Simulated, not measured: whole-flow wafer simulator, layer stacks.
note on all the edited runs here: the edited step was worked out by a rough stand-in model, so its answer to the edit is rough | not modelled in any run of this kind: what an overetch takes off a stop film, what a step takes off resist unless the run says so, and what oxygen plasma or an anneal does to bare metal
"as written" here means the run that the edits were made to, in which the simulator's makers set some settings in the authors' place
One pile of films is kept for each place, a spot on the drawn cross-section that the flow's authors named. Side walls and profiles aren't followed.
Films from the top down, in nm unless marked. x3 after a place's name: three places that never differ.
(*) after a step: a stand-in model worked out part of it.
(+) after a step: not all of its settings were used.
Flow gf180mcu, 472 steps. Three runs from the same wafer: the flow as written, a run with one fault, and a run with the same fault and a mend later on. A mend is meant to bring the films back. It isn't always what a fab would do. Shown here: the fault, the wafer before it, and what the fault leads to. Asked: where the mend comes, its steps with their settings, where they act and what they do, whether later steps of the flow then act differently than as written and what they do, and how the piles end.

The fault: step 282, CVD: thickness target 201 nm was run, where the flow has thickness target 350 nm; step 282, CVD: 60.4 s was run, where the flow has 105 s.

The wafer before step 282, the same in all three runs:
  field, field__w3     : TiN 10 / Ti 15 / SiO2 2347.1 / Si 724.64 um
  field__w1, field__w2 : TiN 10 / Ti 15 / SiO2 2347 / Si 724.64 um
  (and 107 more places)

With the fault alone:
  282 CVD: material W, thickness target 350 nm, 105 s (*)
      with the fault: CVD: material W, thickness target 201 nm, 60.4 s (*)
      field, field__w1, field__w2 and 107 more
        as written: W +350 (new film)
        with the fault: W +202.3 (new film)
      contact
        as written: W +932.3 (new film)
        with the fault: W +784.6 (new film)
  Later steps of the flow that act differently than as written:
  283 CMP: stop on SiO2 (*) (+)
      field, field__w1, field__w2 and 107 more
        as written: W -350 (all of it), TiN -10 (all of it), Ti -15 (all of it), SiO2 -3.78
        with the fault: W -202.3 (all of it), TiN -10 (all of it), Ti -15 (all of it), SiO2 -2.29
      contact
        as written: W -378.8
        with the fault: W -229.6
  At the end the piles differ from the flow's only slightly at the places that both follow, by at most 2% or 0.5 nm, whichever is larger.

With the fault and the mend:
  The mend comes after step 282.
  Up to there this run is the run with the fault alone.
  282a CVD: material W, thickness target 149 nm, 44.72 s (the flow's step 282 once more, with other settings)
      field, field__w1, field__w2 and 108 more
        W +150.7
  No later step of the flow acts differently than as written, at any place that is followed, by more than 2% or 0.5 nm, whichever is larger.
  At the end the piles differ from the flow's only slightly at the places that both follow, by at most 2% or 0.5 nm, whichever is larger.
